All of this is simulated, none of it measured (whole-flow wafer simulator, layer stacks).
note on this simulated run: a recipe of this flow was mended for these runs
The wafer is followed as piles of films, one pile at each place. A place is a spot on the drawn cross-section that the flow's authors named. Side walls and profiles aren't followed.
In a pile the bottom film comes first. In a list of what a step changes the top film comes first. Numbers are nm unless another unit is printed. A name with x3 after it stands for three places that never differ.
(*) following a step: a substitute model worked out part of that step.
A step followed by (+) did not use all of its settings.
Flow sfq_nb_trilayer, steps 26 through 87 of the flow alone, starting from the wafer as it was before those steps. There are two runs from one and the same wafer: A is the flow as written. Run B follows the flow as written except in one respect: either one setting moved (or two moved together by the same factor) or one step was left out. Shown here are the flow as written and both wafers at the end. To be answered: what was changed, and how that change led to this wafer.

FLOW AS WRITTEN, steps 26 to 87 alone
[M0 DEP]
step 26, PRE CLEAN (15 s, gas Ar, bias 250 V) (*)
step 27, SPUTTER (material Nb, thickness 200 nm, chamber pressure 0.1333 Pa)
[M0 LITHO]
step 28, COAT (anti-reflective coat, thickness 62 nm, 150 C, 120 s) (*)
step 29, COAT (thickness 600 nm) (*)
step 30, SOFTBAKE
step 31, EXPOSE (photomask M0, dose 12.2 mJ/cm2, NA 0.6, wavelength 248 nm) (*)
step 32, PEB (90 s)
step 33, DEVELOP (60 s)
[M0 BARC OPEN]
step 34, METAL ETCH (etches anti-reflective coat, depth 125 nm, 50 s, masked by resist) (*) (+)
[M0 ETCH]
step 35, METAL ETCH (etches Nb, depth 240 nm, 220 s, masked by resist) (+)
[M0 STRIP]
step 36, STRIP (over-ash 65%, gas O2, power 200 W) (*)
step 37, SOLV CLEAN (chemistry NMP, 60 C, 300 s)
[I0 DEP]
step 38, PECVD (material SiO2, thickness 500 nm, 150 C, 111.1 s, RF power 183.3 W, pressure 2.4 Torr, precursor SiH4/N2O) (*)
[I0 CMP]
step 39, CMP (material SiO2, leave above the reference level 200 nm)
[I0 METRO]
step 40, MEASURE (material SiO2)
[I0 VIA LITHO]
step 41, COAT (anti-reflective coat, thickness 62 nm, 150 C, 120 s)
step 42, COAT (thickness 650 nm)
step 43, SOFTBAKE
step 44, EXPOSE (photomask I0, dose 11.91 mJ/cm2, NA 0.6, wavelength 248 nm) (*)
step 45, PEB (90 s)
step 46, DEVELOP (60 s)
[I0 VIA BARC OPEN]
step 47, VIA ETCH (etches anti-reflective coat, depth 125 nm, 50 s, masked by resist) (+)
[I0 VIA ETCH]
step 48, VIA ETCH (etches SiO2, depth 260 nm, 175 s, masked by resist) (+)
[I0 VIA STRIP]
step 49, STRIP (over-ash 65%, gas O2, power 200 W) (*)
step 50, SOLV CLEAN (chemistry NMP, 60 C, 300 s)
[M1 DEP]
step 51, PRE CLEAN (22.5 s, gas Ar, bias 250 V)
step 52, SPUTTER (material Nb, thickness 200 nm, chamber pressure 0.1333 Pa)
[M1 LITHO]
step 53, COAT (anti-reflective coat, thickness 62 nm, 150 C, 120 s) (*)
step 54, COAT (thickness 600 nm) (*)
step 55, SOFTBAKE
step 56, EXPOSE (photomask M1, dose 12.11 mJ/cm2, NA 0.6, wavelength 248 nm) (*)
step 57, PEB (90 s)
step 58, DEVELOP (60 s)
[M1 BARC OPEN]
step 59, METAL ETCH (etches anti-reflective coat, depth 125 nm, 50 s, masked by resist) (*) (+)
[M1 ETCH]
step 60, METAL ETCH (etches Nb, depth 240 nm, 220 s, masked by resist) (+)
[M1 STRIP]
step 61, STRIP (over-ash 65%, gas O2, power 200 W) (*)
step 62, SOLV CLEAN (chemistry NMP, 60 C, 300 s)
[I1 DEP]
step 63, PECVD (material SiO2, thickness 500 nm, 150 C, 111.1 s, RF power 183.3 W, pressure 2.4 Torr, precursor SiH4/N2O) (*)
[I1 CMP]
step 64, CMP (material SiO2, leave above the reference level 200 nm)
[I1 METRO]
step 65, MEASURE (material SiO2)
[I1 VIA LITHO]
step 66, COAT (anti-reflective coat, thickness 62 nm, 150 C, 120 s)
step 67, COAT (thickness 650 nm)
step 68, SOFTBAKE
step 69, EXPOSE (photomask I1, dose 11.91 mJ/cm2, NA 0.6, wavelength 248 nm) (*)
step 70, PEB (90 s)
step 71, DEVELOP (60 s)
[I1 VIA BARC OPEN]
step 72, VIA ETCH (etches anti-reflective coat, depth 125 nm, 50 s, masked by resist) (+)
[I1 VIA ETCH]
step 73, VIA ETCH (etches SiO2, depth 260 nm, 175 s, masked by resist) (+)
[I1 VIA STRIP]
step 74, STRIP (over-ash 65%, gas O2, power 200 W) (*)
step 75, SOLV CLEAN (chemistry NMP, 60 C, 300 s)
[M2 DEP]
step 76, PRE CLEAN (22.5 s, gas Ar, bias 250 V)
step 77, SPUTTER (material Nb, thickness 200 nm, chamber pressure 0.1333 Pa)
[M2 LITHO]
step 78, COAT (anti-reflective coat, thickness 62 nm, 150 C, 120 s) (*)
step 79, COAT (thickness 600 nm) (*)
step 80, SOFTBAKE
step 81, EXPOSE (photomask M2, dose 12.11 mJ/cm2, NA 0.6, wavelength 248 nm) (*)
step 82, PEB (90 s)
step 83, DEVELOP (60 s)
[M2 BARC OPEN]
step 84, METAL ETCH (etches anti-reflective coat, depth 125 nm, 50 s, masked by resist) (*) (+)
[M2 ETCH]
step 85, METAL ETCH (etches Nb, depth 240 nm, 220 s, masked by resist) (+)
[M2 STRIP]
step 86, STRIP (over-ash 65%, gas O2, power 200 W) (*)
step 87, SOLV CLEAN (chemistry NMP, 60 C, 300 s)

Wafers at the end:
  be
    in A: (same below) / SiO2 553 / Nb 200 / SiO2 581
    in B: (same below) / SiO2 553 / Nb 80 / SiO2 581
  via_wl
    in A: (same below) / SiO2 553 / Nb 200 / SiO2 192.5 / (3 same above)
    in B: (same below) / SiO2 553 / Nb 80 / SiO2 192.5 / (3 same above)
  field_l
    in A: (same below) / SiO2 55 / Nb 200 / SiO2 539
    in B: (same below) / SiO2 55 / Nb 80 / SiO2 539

Cause: step 27, SPUTTER: thickness 80 nm was run, though the flow has thickness 200 nm.
One can read it off the wafer: be has Nb 80, and step 27 as written asks for 200 nm.

How this came from the change, step by step:
  step 27, SPUTTER (material Nb, thickness 200 nm, chamber pressure 0.1333 Pa)
      field_l, via_wl, via_w and 100 more: A +200 Nb (new film) | B +80 Nb (new film)
      v_sur: A +200 Nb (new film) | B +77.1 Nb (new film)
      (and at 2 other places as well)
  step 28, COAT (anti-reflective coat, thickness 62 nm, 150 C, 120 s) (*)
      v_sur: A +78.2 anti-reflective coat (new film) | B +80.5 anti-reflective coat (new film)
      l0_sur: A +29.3 anti-reflective coat (new film) | B +27.5 anti-reflective coat (new film)
      (and at 1 other place as well)
  step 35, METAL ETCH (etches Nb, depth 240 nm, 220 s, masked by resist) (+)
      moat, m0r_space_l x2: A -200 Nb (all of it), -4 SiO2 | B -80 Nb (all of it), -16 SiO2
  step 36, STRIP (over-ash 65%, gas O2, power 200 W) (*)
      v_sur: A -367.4 KrF-resist-other-grade (all of it), -78.2 anti-reflective coat (all of it) | B -367.6 KrF-resist-other-grade (all of it), -80.5 anti-reflective coat (all of it)
      l0_sur: A -370 KrF-resist-other-grade (all of it), -29.3 anti-reflective coat (all of it) | B -370.7 KrF-resist-other-grade (all of it), -27.5 anti-reflective coat (all of it)
      (and at 1 other place as well)
  step 38, PECVD (material SiO2, thickness 500 nm, 150 C, 111.1 s, RF power 183.3 W, pressure 2.4 Torr, precursor SiH4/N2O) (*)
      moat, m0r_space_l x2: A +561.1 SiO2 | B +500 SiO2
  step 39, CMP (material SiO2, leave above the reference level 200 nm)
      moat, m0r_space_l x2: A -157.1 SiO2 | B -204 SiO2
